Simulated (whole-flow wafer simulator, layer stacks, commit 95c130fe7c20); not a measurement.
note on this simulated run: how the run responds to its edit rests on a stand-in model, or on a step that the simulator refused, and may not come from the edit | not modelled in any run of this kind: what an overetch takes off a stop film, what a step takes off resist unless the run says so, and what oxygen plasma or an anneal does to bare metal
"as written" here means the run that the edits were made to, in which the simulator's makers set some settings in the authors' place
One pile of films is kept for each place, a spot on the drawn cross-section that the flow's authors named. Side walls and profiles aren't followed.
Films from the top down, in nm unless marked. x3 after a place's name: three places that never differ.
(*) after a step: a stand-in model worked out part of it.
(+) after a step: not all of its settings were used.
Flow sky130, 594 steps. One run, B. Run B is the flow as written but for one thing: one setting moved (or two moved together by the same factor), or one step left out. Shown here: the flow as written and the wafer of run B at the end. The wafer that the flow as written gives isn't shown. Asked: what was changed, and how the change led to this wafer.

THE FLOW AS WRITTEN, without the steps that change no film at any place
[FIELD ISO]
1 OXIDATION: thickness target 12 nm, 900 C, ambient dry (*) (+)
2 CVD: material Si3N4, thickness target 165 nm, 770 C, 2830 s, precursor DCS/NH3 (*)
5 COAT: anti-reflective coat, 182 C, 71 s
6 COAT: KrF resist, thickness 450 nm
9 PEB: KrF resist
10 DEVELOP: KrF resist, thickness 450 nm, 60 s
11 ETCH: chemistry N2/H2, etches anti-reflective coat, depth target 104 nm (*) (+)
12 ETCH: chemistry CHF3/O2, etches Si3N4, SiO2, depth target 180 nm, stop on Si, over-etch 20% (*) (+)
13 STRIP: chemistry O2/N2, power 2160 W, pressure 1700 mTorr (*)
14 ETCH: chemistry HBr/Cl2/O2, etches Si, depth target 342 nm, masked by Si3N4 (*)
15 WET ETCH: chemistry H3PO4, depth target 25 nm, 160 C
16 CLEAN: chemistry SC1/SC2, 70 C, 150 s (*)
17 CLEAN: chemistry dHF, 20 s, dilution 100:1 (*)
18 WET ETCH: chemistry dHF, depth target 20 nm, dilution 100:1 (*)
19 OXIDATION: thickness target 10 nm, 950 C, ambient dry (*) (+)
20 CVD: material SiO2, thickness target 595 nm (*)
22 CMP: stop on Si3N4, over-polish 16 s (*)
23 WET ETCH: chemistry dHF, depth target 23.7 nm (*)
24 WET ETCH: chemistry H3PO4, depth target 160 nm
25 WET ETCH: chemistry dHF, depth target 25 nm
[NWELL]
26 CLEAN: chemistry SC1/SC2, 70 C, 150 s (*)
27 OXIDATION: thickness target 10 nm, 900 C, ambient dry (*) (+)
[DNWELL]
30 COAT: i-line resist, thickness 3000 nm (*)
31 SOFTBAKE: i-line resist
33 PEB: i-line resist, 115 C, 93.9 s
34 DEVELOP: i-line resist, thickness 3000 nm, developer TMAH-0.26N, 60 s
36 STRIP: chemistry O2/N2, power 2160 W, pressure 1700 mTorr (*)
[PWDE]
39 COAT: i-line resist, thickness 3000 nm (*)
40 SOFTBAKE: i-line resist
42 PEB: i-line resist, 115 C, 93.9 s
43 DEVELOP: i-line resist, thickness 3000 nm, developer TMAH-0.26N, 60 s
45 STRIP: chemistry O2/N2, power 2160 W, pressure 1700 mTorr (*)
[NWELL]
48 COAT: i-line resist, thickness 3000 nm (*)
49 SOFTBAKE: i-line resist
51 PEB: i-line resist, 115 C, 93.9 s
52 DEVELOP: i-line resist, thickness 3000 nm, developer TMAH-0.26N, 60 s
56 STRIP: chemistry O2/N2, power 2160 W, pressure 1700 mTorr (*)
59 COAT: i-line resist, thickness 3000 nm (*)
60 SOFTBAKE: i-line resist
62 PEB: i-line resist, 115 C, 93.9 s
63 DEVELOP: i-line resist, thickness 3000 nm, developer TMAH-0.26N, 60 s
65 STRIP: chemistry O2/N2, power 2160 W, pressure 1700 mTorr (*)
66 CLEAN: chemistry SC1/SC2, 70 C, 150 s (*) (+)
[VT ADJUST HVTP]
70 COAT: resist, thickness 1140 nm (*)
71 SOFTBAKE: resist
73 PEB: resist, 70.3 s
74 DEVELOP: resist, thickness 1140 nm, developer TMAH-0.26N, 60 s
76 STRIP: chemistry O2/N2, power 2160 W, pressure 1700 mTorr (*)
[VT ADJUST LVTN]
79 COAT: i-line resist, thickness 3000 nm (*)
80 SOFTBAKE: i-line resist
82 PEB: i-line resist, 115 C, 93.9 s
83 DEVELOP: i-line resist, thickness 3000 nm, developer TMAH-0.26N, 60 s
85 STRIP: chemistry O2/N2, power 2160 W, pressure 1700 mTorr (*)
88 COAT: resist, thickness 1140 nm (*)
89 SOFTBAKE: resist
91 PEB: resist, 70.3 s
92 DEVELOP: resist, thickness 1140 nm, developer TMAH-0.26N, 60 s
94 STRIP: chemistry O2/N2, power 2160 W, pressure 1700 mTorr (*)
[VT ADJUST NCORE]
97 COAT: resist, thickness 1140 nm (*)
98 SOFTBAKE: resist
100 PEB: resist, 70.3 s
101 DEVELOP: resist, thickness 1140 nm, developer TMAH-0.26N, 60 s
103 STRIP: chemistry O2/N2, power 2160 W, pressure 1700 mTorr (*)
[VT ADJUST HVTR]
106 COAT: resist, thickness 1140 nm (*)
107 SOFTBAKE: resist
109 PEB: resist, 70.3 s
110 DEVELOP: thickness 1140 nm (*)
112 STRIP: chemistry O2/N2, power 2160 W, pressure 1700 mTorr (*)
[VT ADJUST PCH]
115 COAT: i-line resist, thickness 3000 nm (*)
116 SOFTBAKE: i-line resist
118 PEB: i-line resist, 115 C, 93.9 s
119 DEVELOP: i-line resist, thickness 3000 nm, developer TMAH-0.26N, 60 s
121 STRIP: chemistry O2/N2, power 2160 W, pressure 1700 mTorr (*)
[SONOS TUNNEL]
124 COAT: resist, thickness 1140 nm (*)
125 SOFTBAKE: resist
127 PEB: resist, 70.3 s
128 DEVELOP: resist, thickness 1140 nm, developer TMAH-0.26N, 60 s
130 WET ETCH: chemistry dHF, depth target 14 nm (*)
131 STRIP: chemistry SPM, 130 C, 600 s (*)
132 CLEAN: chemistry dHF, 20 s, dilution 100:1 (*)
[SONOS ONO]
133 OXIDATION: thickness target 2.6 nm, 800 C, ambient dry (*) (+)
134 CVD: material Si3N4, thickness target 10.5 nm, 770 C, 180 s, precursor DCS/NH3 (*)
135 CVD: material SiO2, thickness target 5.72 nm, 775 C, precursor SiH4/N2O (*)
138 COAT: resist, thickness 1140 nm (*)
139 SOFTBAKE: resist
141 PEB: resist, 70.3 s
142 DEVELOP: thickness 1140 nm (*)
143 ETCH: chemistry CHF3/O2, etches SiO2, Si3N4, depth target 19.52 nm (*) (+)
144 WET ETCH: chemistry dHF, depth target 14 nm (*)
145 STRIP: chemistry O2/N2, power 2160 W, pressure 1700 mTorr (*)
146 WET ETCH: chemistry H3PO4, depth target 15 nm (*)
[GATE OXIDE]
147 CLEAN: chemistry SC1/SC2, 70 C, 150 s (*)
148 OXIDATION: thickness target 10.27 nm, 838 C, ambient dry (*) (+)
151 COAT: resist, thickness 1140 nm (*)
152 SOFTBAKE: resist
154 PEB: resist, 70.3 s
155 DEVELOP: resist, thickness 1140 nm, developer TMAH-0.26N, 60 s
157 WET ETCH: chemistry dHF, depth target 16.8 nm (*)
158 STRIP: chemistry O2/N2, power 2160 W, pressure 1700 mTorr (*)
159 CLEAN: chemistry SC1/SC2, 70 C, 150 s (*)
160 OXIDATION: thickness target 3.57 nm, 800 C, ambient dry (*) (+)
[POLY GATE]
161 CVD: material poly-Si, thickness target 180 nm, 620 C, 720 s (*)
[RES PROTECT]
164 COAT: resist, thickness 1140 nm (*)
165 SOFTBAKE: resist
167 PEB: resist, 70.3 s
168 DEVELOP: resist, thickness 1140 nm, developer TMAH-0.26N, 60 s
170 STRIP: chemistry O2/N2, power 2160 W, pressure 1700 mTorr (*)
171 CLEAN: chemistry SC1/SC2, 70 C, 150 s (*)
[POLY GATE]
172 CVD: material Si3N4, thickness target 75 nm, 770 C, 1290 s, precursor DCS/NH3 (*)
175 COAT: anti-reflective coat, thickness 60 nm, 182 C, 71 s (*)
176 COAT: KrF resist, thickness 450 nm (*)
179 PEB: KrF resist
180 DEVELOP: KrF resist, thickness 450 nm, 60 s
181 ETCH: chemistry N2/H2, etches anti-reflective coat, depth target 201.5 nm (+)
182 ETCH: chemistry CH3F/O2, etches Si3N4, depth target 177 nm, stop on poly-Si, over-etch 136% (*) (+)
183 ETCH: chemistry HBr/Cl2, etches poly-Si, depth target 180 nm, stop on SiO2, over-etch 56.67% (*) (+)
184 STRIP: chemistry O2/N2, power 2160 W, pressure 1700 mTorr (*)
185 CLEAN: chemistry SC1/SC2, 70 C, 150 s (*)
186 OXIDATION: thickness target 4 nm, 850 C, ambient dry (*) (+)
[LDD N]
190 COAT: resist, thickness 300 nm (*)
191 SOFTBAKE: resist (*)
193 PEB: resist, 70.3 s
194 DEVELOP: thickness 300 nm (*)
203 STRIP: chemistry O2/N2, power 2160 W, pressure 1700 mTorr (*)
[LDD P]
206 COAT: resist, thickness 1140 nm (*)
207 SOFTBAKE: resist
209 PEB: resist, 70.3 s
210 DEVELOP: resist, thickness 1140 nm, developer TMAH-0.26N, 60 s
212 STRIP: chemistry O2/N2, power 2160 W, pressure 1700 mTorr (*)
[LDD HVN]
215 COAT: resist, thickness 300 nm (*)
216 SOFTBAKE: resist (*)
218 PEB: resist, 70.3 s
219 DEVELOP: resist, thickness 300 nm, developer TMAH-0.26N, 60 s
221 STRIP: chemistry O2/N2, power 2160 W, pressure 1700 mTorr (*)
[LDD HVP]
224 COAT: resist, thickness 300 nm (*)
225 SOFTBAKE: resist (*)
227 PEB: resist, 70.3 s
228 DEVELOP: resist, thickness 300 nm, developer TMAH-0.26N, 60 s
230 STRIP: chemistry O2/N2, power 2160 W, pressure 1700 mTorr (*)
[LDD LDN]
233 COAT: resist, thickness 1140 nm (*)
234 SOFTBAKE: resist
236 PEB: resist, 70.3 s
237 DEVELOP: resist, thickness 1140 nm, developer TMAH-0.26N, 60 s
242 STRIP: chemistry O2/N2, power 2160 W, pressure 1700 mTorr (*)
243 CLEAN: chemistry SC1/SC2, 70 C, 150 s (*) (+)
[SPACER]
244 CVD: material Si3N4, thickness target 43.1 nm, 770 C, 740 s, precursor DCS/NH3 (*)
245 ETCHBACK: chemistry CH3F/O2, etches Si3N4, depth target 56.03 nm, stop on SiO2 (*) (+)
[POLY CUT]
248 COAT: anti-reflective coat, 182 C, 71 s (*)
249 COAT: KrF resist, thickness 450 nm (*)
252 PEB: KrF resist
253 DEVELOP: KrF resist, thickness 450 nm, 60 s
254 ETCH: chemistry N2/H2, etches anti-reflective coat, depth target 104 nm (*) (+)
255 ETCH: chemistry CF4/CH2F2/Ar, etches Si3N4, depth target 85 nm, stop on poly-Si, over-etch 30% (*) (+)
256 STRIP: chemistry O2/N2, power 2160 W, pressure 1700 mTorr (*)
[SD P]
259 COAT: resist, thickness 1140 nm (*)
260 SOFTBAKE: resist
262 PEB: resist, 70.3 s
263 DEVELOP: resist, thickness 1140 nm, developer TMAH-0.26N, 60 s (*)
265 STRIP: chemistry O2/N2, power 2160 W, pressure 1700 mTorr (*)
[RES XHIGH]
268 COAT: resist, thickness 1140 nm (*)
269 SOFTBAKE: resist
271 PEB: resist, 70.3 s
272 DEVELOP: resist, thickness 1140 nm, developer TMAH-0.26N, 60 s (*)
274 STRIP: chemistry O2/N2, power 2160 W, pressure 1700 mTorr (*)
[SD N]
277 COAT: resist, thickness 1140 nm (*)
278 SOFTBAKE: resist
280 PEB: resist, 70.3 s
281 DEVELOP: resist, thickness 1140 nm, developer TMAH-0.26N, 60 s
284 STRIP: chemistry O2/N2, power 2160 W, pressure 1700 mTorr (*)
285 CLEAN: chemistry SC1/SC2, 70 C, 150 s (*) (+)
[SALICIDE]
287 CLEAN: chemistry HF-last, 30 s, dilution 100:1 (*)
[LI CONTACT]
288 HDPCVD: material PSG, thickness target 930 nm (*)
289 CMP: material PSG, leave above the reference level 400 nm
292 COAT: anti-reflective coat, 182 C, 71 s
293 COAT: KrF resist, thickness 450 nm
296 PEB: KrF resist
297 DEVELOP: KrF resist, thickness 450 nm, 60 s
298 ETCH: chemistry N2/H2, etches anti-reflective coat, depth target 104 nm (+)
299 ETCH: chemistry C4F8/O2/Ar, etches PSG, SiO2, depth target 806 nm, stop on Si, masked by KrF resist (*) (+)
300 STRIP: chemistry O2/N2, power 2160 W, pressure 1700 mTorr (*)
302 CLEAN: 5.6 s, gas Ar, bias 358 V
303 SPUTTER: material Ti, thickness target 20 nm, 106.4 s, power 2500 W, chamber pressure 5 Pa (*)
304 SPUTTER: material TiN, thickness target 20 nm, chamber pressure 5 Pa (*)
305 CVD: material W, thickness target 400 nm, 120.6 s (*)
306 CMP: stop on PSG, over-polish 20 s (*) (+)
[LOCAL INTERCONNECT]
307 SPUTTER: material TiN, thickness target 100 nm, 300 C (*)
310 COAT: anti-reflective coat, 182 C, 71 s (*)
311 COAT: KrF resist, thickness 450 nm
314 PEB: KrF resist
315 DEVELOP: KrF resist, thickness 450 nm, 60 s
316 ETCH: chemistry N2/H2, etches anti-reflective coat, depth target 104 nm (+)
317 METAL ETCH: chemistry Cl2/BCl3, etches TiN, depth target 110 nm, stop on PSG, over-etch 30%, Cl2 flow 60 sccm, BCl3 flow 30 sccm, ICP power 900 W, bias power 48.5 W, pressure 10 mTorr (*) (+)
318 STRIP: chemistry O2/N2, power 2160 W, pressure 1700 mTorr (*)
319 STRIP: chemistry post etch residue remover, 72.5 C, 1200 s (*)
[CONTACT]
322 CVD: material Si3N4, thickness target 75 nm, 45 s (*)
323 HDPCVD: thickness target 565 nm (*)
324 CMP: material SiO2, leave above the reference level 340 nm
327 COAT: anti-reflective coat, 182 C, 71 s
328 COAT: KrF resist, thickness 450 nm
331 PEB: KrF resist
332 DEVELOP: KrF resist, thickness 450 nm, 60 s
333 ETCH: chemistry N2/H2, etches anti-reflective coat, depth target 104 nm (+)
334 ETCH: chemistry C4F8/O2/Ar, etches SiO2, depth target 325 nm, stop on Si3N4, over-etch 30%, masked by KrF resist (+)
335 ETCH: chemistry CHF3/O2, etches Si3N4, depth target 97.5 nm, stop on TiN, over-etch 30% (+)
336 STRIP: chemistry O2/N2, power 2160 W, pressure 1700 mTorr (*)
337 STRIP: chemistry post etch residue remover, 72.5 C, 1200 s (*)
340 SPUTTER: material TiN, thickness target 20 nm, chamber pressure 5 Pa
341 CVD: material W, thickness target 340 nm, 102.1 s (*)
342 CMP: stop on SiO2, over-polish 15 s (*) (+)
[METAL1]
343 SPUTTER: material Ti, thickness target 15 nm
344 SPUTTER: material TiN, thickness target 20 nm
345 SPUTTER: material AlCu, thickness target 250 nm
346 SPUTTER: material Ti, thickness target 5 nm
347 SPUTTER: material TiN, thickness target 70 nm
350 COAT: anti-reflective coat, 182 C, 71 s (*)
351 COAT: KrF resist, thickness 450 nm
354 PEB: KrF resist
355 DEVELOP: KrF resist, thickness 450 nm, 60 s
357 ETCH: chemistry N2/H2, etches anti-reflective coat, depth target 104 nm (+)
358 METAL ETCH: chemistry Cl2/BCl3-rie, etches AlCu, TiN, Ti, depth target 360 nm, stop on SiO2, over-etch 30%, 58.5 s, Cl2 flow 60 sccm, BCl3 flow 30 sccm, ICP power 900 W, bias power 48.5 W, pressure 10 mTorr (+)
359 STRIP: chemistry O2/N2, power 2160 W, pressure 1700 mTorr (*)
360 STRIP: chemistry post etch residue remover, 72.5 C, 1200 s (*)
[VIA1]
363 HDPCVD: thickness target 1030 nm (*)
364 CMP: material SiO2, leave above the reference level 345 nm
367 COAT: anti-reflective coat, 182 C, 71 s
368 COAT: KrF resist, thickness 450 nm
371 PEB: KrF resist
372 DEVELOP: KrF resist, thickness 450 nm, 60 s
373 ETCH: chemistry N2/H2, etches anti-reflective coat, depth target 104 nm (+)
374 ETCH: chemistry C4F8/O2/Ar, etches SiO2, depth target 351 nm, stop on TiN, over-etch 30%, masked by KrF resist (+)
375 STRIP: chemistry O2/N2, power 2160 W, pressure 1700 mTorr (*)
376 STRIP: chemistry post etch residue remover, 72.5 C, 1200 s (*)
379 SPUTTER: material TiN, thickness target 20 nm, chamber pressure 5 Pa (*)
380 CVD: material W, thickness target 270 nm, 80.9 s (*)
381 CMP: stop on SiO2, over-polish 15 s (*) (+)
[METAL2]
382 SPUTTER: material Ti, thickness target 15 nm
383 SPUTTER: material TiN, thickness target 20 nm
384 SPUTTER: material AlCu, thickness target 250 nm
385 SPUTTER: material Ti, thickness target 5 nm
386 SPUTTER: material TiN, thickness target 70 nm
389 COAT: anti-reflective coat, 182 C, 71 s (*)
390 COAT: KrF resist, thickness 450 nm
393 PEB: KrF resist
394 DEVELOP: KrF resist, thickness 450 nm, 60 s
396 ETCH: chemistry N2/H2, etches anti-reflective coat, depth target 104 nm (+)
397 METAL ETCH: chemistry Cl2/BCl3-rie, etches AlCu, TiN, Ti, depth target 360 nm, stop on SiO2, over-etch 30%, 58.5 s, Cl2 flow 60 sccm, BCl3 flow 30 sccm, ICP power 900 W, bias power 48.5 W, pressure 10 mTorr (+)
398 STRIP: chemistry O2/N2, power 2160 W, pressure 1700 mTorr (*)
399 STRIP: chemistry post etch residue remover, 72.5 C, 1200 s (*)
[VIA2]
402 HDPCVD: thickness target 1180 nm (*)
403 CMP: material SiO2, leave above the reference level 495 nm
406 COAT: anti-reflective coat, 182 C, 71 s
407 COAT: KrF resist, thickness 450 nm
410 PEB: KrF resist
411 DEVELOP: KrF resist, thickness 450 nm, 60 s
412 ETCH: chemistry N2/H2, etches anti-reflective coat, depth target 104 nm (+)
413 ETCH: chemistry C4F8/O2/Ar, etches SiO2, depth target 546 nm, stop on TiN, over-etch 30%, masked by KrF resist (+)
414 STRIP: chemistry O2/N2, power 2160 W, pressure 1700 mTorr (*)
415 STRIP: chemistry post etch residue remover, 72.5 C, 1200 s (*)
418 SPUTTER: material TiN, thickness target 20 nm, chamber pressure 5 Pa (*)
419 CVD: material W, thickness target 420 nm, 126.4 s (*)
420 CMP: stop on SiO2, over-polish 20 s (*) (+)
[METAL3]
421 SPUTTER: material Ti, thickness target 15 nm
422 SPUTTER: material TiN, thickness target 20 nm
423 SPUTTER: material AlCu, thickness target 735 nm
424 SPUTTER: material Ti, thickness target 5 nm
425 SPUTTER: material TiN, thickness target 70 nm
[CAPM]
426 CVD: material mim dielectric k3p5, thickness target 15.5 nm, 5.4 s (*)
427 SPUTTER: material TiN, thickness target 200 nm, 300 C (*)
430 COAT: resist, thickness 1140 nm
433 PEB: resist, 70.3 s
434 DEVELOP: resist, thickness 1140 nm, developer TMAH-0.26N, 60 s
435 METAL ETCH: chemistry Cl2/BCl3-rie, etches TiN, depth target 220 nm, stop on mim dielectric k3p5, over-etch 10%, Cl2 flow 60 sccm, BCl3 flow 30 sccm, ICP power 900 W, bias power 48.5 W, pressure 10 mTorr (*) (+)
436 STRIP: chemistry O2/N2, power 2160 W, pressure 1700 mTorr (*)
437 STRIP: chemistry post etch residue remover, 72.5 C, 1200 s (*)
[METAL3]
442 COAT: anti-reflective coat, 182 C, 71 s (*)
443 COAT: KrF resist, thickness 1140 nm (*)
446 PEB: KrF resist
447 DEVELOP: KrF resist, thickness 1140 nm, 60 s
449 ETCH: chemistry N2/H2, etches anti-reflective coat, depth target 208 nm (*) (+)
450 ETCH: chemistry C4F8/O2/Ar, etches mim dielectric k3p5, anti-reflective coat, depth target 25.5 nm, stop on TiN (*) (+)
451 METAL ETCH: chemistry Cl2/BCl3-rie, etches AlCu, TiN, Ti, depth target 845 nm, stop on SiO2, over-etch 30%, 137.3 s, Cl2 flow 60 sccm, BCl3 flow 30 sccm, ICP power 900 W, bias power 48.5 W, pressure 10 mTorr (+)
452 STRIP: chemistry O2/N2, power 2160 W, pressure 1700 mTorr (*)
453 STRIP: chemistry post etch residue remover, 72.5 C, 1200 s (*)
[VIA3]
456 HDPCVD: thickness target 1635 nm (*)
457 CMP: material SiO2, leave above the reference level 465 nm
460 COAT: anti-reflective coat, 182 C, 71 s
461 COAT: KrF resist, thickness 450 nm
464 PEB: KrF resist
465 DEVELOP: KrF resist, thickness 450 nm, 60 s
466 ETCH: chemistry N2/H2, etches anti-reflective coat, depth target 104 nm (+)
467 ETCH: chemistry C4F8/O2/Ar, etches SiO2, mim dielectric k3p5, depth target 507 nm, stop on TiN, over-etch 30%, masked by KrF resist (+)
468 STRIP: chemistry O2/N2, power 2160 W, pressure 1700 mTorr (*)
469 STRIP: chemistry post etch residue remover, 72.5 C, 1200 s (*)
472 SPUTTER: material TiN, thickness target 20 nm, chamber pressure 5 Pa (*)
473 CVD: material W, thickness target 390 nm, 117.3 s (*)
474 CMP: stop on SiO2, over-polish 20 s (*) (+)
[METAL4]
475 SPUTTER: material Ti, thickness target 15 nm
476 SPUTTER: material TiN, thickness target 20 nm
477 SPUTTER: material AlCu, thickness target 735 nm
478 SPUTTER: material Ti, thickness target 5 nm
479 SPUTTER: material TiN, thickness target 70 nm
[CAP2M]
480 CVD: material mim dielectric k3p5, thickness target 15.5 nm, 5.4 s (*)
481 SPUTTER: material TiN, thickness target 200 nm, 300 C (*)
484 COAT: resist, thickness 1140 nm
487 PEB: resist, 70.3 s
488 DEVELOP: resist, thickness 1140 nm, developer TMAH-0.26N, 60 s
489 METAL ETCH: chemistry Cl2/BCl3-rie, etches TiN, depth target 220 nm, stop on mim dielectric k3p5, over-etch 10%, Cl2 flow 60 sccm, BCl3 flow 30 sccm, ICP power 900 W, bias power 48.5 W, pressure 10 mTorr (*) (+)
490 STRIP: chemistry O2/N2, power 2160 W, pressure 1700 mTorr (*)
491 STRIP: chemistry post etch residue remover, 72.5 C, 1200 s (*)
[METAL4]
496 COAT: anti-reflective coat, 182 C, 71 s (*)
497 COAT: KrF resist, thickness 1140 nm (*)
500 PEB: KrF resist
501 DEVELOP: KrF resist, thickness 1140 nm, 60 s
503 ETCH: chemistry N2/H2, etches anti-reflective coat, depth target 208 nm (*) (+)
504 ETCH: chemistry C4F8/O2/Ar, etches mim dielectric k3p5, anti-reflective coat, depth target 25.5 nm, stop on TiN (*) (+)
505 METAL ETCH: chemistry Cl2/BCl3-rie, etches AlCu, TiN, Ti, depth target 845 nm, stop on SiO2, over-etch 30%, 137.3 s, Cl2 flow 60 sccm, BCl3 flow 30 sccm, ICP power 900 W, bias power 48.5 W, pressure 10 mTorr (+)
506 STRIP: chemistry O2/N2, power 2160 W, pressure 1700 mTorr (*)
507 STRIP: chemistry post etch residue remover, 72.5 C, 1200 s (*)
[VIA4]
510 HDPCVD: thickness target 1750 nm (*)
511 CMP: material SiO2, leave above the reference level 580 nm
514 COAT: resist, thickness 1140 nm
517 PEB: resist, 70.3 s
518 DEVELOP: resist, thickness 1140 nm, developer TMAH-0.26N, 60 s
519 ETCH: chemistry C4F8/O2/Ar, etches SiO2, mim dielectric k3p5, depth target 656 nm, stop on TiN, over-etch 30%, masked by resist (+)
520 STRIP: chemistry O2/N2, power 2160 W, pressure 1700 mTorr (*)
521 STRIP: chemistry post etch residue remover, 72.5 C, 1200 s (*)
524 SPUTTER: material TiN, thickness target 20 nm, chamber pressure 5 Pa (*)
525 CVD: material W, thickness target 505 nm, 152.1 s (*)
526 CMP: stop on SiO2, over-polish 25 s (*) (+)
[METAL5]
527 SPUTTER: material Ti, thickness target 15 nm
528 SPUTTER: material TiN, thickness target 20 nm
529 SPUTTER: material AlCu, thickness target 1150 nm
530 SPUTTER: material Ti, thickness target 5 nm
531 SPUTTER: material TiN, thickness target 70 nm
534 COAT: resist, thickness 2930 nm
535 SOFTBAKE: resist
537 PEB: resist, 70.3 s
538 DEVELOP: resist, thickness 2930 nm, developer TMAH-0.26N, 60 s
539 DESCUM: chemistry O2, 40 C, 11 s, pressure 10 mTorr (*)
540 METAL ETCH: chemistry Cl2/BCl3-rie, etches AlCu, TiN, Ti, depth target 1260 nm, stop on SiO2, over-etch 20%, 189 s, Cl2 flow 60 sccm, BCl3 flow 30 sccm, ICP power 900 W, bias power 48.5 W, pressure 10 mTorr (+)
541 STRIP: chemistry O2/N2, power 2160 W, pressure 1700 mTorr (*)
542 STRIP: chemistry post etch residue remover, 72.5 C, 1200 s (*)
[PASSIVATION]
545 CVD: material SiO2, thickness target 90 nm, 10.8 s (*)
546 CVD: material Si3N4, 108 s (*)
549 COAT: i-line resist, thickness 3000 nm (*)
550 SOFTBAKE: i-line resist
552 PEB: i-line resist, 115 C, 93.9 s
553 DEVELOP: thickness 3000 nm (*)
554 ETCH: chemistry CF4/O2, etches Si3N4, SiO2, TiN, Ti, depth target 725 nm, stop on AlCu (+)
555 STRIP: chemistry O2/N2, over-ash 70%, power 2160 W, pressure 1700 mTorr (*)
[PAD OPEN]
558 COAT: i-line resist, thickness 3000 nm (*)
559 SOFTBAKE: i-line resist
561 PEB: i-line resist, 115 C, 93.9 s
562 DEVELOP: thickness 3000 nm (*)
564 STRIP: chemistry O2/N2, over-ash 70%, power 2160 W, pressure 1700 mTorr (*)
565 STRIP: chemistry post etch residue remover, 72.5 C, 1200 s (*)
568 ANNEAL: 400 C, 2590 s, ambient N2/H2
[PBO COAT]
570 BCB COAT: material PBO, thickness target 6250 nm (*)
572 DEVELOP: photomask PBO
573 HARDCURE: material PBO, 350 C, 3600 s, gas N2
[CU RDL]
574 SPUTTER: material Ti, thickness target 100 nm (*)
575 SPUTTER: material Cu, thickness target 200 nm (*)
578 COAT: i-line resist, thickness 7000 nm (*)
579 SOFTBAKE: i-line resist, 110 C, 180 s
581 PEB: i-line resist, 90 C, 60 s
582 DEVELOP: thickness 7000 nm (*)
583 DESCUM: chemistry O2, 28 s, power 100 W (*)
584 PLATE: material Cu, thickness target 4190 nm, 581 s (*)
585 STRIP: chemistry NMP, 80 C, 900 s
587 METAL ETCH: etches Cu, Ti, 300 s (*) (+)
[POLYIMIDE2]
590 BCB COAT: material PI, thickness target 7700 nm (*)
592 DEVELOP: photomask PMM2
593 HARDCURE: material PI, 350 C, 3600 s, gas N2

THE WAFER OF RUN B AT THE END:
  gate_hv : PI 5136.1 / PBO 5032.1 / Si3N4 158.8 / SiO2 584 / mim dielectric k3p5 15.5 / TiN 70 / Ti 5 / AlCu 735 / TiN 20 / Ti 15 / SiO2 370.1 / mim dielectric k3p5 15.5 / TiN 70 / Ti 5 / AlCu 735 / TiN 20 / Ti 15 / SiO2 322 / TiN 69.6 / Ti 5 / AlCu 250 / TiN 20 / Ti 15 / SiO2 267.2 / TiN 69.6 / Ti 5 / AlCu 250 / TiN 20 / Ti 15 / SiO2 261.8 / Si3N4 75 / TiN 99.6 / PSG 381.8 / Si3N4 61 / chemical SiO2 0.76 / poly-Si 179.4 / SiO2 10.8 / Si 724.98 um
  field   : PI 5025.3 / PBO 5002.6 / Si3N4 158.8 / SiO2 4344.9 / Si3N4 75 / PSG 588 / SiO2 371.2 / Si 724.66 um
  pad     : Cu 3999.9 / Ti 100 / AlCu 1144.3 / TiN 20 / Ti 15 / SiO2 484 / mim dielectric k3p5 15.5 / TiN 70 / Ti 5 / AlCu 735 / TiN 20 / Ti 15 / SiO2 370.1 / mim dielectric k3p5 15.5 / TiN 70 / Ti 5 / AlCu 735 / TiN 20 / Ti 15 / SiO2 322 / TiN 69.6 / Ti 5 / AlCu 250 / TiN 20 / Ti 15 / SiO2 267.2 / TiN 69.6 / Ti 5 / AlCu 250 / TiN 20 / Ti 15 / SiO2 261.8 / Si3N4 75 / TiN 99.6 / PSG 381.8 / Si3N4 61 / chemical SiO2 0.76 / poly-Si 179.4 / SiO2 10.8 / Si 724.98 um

The cause: step 403, CMP: leave above the reference level 401 nm was run, where the flow has leave above the reference level 495 nm.

How the change led to this, step by step:
  403 CMP: material SiO2, leave above the reference level 495 nm
      n_well, p_well, gate_hv and 101 more: SiO2 -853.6 (as written it would be: SiO2 -759.6)
      field, active, gate and 82 more: SiO2 -483.1 (as written it would be: SiO2 -389.1)
      (and at 2 more places)
  413 ETCH: chemistry C4F8/O2/Ar, etches SiO2, depth target 546 nm, stop on TiN, over-etch 30%, masked by KrF resist (+)
      field, active, n_well and 186 more: KrF resist -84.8 (as written it would be: KrF resist -109.2)
      m1: SiO2 -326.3 (all of it) (as written it would be: SiO2 -420.3 (all of it))
      (and at 1 more place)
  414 STRIP: chemistry O2/N2, power 2160 W, pressure 1700 mTorr (*)
      field, active, n_well and 186 more: KrF resist -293 (all of it), anti-reflective coat -80 (all of it) (as written it would be: KrF resist -268.6 (all of it), anti-reflective coat -80 (all of it))
  418 SPUTTER: material TiN, thickness target 20 nm, chamber pressure 5 Pa (*)
      m1, via2_hole: TiN +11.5 (as written it would be: TiN +10.2)
  419 CVD: material W, thickness target 420 nm, 126.4 s (*)
      m1: W +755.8 (new film) (as written it would be: W +851.1 (new film))
      via2_hole: W +755.4 (new film) (as written it would be: W +850.7 (new film))
